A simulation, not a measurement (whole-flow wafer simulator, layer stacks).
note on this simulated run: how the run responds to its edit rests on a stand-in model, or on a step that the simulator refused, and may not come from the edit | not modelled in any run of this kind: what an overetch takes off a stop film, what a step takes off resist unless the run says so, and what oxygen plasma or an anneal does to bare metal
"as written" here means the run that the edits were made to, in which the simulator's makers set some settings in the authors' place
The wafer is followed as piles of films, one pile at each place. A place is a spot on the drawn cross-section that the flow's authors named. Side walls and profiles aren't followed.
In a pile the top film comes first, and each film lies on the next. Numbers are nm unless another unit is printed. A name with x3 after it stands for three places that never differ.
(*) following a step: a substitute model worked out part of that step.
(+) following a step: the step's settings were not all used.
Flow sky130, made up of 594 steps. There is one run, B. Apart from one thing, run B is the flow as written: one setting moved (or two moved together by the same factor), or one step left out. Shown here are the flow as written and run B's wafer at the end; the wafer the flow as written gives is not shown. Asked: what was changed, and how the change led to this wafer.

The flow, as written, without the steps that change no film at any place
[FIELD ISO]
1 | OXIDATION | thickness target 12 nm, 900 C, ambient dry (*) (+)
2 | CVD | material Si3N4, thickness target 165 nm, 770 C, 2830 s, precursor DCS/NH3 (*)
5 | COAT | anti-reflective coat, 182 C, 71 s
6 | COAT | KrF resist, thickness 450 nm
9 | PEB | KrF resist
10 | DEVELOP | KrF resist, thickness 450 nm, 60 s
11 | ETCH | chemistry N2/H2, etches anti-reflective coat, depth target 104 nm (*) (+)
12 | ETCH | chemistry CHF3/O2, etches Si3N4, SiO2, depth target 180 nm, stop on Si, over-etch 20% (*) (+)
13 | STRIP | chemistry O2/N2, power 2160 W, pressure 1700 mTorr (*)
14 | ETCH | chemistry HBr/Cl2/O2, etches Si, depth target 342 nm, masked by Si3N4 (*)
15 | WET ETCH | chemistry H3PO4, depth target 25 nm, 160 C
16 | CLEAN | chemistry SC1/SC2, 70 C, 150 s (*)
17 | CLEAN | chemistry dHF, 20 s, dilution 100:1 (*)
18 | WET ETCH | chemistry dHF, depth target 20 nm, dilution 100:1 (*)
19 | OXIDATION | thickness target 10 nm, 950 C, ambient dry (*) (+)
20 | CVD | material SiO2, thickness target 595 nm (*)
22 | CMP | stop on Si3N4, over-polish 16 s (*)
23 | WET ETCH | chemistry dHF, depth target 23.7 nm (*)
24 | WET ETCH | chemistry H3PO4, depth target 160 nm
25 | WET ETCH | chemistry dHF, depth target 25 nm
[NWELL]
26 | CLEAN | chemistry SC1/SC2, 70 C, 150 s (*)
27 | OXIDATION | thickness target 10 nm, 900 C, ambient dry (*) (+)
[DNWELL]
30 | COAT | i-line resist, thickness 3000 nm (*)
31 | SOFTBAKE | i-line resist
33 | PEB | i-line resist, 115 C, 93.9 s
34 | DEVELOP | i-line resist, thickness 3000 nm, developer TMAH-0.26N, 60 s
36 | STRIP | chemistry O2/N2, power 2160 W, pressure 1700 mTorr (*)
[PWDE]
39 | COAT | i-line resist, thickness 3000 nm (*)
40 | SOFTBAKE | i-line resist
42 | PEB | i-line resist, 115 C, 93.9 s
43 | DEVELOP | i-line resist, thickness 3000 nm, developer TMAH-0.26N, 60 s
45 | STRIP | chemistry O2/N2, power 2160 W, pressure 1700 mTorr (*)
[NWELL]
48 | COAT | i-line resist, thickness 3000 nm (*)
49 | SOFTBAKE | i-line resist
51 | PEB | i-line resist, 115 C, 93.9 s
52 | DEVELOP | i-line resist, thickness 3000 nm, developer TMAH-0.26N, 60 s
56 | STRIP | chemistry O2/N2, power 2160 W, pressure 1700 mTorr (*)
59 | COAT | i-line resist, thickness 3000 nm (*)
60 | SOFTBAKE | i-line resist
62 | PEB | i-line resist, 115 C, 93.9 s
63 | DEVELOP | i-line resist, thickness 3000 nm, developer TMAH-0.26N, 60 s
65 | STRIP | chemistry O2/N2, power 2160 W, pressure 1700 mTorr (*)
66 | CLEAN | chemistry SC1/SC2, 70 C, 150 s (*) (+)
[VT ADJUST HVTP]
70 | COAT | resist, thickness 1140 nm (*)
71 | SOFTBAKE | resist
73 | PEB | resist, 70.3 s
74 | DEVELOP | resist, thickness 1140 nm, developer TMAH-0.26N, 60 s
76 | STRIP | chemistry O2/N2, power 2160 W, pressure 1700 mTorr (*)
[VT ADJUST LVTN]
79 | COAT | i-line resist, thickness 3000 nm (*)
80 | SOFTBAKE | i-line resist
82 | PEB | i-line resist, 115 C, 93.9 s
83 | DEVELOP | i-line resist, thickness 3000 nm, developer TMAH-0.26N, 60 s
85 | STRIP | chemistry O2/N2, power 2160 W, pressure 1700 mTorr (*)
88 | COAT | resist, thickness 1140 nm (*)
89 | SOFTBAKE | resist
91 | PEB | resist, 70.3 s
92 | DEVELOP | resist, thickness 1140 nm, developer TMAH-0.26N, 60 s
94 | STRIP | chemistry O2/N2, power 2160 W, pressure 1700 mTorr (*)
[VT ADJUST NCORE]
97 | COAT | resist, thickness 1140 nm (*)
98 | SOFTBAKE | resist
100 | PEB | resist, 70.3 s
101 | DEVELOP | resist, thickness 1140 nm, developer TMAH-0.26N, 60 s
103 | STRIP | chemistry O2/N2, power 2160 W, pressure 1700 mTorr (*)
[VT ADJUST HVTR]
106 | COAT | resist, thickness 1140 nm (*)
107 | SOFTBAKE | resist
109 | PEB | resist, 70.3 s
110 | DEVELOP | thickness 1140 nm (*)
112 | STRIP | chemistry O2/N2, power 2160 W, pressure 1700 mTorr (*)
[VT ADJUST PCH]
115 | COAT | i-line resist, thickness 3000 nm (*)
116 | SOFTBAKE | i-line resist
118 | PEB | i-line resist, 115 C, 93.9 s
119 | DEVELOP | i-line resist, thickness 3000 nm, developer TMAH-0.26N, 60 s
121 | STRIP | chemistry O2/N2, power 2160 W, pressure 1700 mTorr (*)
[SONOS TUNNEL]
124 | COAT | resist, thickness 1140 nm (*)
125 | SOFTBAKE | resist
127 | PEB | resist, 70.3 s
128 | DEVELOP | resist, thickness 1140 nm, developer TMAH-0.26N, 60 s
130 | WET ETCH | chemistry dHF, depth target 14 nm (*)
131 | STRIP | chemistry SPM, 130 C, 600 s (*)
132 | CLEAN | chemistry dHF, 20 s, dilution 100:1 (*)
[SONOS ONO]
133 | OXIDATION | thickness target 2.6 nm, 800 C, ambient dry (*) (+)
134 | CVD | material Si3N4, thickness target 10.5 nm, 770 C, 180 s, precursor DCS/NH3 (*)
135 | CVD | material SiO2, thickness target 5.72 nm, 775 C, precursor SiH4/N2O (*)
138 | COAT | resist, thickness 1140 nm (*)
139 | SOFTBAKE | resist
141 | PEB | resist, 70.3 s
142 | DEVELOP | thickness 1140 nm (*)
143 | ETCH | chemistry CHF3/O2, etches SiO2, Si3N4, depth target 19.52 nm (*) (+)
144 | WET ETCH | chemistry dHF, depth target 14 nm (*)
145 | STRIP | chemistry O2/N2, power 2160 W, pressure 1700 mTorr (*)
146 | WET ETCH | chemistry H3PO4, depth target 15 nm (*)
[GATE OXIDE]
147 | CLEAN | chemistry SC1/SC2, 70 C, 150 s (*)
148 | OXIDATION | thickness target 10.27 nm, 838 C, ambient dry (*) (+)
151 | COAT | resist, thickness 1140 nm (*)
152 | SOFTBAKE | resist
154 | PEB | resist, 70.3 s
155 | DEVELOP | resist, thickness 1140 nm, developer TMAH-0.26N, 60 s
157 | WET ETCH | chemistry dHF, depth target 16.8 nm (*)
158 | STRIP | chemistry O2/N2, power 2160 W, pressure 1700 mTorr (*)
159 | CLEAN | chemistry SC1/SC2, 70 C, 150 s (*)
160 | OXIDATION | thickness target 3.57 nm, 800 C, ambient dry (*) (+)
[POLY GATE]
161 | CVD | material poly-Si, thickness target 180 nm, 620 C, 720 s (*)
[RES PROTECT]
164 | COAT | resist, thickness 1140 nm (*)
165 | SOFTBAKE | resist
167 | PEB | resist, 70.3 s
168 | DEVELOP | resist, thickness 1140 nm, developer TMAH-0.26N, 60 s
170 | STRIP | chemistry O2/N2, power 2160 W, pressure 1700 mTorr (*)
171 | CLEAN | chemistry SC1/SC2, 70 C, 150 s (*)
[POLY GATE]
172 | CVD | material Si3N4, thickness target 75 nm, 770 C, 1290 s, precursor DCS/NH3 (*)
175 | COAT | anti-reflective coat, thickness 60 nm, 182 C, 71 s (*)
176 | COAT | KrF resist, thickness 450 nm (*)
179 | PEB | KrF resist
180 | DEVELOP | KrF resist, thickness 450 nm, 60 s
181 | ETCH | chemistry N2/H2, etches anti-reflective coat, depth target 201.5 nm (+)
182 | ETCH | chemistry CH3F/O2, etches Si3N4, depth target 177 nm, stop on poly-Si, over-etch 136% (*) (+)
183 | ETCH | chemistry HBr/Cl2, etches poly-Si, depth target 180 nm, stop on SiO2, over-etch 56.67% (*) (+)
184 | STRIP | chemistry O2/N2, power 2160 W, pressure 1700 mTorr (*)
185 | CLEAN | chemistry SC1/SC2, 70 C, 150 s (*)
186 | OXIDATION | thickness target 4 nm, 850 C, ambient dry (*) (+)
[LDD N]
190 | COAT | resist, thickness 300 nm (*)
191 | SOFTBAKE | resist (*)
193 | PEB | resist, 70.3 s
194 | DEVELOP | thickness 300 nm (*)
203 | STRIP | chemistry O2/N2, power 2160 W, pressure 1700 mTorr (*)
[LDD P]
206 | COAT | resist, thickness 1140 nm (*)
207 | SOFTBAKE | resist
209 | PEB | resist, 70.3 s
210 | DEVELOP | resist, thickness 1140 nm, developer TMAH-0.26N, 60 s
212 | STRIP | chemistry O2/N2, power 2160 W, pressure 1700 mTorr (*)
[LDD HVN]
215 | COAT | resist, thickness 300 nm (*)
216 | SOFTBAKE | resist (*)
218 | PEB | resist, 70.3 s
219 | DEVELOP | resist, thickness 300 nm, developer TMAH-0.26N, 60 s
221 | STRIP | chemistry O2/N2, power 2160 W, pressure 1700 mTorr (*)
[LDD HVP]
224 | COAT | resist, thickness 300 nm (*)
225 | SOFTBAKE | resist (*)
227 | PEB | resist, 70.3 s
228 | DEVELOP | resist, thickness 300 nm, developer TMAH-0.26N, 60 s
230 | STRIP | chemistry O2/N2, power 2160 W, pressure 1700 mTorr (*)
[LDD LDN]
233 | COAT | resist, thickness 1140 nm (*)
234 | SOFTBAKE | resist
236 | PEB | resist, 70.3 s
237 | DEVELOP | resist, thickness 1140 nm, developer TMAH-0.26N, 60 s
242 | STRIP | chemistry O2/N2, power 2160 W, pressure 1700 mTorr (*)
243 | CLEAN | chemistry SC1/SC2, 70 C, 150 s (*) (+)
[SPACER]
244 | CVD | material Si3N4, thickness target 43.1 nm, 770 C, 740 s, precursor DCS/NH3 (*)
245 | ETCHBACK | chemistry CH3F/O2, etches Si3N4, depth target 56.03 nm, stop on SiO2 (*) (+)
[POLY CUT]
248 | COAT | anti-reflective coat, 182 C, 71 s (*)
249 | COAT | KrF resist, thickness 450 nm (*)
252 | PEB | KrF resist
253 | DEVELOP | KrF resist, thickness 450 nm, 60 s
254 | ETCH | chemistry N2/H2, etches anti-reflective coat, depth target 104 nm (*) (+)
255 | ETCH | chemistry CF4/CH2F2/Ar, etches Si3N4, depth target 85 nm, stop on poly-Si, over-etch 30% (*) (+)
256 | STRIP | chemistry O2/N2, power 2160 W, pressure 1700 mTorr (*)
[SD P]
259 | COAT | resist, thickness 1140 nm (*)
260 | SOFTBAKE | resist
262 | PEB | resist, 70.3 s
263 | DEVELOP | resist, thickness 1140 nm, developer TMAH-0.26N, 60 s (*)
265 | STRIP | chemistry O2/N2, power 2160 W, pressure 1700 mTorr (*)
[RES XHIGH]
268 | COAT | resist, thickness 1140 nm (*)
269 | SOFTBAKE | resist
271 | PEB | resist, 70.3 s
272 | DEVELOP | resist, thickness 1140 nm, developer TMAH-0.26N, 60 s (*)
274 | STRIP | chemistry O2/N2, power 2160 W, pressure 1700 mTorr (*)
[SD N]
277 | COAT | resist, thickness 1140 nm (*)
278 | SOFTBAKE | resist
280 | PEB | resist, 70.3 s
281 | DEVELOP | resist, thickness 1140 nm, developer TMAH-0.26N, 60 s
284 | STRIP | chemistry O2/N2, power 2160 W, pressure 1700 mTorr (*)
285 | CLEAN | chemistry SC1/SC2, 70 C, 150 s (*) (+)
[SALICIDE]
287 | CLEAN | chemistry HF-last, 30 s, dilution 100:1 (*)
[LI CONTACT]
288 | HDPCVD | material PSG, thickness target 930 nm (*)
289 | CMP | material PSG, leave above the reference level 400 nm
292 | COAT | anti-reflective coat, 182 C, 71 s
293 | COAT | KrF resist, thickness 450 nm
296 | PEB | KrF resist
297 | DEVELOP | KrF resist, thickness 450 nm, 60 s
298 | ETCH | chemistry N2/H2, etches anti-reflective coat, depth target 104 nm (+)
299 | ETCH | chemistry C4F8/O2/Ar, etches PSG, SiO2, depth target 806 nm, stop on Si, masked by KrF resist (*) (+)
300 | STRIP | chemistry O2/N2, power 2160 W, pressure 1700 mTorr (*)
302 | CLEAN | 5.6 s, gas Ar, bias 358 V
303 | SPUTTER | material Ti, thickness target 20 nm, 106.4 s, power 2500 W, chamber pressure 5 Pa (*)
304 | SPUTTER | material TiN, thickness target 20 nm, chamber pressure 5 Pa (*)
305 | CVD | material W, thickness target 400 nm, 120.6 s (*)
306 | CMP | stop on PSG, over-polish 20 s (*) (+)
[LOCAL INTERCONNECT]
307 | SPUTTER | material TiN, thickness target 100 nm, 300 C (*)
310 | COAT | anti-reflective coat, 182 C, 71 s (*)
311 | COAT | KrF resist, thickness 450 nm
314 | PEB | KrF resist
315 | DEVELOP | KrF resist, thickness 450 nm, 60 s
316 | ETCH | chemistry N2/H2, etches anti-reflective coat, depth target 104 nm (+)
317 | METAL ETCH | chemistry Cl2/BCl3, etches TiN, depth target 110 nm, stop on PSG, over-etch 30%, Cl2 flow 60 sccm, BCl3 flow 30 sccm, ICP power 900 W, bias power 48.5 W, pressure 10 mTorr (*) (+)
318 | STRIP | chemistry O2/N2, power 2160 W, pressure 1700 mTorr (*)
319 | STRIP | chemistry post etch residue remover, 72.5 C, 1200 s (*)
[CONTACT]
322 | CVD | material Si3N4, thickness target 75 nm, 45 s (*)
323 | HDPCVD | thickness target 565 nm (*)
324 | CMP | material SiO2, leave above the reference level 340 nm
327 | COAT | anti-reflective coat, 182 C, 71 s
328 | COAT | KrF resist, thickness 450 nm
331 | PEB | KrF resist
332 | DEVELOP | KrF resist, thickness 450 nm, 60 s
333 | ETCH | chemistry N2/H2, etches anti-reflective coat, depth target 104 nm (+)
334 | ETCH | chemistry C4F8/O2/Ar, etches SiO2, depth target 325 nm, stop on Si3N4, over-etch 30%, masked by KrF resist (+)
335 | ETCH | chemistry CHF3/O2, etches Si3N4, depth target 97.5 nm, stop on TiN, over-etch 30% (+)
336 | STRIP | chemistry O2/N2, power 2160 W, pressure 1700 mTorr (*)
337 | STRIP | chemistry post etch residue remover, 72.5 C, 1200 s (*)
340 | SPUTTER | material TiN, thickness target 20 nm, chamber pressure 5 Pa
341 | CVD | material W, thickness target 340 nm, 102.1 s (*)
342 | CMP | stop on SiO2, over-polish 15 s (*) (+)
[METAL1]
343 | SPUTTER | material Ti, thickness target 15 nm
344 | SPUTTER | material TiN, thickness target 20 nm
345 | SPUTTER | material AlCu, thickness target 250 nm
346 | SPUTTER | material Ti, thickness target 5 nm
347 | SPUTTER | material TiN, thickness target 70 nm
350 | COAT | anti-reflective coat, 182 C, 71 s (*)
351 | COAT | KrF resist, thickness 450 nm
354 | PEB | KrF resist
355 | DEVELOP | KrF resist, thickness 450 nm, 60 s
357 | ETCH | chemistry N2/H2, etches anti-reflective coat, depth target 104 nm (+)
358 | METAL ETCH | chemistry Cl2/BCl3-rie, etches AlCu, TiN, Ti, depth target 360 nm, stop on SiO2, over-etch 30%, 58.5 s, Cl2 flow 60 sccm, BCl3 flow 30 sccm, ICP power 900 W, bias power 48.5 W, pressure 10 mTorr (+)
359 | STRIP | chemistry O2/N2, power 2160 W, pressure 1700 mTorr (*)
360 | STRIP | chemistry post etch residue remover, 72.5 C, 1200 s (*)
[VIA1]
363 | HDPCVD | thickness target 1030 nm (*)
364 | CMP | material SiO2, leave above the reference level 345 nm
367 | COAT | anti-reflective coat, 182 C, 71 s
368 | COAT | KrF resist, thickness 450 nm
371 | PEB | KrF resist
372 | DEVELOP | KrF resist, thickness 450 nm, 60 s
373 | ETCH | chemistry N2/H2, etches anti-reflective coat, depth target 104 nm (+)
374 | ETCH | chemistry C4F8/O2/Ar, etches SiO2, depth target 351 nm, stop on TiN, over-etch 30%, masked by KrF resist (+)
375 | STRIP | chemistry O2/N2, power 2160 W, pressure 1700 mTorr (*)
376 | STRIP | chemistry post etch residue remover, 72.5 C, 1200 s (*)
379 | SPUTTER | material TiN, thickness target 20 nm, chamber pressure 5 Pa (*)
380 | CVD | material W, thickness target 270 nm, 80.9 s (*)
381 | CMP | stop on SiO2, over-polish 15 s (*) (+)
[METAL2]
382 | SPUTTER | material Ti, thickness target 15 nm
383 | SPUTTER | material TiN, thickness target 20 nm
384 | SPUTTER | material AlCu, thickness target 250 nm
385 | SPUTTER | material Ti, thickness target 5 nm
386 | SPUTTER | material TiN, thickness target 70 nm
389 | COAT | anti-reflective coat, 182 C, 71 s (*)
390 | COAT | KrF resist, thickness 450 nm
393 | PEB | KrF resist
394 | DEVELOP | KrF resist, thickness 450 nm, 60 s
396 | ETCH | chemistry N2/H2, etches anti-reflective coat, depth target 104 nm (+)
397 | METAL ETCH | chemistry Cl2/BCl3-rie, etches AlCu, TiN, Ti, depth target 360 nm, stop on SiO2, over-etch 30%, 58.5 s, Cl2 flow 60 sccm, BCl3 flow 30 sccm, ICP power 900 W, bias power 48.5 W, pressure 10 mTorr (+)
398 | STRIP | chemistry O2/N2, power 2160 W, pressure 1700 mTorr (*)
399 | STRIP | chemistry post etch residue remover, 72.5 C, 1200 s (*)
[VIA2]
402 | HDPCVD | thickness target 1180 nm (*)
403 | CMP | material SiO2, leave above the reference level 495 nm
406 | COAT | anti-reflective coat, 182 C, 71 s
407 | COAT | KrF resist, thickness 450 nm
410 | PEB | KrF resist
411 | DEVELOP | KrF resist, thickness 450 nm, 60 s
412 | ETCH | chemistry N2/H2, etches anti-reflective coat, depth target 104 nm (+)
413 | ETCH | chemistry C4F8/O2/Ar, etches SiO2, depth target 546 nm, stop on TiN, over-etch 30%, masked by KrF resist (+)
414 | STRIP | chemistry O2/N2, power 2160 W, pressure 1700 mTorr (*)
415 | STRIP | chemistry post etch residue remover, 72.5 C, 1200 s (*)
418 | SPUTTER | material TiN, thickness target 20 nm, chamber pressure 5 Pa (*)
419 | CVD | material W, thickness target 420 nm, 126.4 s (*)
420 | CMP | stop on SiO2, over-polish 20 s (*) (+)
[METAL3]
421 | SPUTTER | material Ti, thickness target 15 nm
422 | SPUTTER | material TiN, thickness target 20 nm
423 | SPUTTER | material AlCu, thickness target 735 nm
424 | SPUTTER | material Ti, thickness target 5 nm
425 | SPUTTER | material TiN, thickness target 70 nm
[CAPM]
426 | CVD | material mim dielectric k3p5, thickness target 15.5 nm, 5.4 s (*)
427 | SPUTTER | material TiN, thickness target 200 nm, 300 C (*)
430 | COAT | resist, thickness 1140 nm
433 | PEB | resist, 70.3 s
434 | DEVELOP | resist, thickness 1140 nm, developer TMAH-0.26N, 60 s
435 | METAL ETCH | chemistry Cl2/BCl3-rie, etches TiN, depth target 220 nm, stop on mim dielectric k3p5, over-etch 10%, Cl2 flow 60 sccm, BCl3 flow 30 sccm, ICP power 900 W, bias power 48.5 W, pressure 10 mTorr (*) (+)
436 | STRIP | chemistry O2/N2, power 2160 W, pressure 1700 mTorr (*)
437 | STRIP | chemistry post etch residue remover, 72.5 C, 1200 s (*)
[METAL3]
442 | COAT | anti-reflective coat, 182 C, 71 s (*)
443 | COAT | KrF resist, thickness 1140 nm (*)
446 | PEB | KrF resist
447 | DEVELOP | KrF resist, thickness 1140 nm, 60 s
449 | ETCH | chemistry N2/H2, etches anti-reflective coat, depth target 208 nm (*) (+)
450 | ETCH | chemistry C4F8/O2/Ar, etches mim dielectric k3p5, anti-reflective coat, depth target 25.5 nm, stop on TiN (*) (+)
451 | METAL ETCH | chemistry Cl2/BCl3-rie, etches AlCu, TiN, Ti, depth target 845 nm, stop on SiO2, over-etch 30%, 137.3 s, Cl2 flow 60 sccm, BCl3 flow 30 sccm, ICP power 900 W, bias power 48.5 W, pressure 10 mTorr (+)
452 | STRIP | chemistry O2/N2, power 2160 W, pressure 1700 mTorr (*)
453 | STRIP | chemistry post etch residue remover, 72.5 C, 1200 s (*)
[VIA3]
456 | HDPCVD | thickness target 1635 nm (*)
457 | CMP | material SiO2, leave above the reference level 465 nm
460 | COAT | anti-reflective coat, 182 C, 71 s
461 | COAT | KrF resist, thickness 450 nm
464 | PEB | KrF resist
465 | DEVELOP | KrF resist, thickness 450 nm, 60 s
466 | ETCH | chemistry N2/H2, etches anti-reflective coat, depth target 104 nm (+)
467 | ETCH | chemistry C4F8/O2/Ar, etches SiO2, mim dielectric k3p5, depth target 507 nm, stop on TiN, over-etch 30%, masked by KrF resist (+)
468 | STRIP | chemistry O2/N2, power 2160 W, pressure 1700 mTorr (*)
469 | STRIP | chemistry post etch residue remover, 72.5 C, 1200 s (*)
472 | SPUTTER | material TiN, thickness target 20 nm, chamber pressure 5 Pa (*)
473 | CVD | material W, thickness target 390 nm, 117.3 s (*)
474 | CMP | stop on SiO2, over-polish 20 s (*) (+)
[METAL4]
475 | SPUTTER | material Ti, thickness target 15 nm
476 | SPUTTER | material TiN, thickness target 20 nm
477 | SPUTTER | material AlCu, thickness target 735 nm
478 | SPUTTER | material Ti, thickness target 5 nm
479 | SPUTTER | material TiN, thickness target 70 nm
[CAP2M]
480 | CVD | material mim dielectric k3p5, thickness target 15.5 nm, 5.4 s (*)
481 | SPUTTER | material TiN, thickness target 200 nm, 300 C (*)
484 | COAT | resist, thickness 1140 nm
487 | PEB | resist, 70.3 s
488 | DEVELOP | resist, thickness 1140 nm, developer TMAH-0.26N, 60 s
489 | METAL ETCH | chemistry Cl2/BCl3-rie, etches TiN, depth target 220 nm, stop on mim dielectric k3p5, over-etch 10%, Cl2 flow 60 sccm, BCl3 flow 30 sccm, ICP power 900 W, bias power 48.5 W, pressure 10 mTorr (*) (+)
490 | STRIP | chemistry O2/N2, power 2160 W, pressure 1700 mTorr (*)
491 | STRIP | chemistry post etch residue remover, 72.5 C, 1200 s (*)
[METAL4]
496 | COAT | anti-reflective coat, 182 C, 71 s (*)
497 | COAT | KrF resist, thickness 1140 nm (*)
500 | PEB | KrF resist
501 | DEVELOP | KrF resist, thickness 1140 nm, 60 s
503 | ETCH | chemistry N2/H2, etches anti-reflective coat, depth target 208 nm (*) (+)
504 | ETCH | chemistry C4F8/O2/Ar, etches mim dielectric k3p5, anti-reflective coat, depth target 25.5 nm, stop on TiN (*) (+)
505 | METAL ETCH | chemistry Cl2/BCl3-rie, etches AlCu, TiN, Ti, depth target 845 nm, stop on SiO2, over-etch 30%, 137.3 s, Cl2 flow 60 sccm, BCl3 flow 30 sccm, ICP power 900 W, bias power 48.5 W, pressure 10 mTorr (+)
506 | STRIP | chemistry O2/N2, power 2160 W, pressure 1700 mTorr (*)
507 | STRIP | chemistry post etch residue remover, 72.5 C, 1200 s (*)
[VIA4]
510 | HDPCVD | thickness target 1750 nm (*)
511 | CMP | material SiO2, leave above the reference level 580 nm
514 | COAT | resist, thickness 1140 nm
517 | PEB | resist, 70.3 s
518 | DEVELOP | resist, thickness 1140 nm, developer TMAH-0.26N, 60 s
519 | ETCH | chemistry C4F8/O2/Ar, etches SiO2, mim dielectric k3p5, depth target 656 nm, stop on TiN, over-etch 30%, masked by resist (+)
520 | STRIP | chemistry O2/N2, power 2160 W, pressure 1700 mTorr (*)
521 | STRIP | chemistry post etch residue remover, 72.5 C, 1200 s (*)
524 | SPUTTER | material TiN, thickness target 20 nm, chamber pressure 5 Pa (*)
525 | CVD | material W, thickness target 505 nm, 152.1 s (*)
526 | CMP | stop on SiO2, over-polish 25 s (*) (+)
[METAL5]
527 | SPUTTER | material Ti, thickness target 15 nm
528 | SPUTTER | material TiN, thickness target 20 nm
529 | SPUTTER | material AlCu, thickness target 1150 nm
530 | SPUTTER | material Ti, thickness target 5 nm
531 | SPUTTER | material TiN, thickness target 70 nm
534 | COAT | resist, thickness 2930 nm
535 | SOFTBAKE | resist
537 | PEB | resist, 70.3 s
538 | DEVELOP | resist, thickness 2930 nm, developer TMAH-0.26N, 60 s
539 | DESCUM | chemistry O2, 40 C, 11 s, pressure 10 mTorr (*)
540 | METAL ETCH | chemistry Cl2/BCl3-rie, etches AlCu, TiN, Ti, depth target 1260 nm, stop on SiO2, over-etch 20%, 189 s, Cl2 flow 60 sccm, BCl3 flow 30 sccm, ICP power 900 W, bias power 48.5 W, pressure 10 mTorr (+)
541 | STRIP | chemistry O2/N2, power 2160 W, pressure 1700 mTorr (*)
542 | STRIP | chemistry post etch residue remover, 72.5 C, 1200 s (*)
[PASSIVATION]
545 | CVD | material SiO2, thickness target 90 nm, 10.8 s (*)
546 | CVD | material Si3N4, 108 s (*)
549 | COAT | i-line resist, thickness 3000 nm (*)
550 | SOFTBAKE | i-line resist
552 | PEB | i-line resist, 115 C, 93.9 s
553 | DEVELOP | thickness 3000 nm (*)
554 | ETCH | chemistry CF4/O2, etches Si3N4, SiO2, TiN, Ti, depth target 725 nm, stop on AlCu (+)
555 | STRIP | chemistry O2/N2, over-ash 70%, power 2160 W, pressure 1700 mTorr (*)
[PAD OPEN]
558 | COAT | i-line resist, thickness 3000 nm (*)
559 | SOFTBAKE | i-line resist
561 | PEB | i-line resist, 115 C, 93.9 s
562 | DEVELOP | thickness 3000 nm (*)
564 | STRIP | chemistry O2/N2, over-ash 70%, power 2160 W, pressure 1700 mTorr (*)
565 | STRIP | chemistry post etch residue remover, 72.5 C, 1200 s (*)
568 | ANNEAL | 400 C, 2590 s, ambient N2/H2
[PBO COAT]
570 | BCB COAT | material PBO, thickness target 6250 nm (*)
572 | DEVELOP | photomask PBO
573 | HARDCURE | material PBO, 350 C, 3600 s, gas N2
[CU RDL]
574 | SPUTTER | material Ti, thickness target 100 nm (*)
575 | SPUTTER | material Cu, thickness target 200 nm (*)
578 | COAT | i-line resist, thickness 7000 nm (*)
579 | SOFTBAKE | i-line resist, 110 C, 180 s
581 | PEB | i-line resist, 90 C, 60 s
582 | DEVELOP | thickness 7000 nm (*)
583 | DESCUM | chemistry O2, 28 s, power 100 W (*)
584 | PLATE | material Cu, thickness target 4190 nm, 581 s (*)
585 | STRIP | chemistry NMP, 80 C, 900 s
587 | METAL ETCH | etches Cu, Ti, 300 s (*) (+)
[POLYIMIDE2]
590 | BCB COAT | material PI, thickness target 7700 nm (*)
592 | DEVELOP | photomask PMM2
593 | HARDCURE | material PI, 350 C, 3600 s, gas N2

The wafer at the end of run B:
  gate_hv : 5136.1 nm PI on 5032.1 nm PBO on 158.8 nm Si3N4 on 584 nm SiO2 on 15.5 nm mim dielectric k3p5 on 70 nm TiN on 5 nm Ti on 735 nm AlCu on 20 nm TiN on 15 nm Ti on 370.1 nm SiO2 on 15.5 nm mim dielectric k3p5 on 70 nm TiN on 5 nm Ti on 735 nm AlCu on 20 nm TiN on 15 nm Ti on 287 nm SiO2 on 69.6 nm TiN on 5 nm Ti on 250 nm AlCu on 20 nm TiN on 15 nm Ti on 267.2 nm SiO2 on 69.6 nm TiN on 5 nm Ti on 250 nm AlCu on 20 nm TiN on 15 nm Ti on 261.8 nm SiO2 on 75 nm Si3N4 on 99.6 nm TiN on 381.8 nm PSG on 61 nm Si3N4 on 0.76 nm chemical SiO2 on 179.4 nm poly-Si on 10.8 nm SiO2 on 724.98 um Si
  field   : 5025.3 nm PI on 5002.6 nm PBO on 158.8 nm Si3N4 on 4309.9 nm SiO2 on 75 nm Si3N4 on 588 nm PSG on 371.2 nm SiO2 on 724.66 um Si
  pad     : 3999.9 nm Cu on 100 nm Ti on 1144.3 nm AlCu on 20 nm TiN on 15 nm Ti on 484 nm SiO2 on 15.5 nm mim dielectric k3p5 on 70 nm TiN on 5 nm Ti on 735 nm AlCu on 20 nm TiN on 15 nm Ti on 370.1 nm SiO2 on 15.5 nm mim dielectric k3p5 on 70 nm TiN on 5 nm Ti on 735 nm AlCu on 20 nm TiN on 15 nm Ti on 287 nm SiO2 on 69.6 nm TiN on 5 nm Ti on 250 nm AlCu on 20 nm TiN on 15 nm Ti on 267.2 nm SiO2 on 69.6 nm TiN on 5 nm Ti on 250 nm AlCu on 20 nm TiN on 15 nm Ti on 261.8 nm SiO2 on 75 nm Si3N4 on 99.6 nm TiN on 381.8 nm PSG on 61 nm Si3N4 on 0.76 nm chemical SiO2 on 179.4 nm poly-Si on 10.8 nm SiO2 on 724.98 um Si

Cause: step 403, CMP: leave above the reference level 366 nm was run, though the flow has leave above the reference level 495 nm.

The path from the change to this, step by step:
  403 | CMP | material SiO2, leave above the reference level 495 nm
      n_well, p_well, gate_hv and 101 more: -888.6 SiO2 (as written it would have been: -759.6 SiO2)
      field, active, gate and 82 more: -518.1 SiO2 (as written it would have been: -389.1 SiO2)
      (as well as at 2 more places)
  413 | ETCH | chemistry C4F8/O2/Ar, etches SiO2, depth target 546 nm, stop on TiN, over-etch 30%, masked by KrF resist (+)
      field, active, n_well and 186 more: -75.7 KrF resist (as written it would have been: -109.2 KrF resist)
      m1: -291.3 SiO2 (all of it) (as written it would have been: -420.3 SiO2 (all of it))
      (as well as at 1 more place)
  414 | STRIP | chemistry O2/N2, power 2160 W, pressure 1700 mTorr (*)
      field, active, n_well and 186 more: -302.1 KrF resist (all of it), -80 anti-reflective coat (all of it) (as written it would have been: -268.6 KrF resist (all of it), -80 anti-reflective coat (all of it))
  418 | SPUTTER | material TiN, thickness target 20 nm, chamber pressure 5 Pa (*)
      m1, via2_hole: +12 TiN (as written it would have been: +10.2 TiN)
  419 | CVD | material W, thickness target 420 nm, 126.4 s (*)
      m1: +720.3 W (new film) (as written it would have been: +851.1 W (new film))
      via2_hole: +719.9 W (new film) (as written it would have been: +850.7 W (new film))
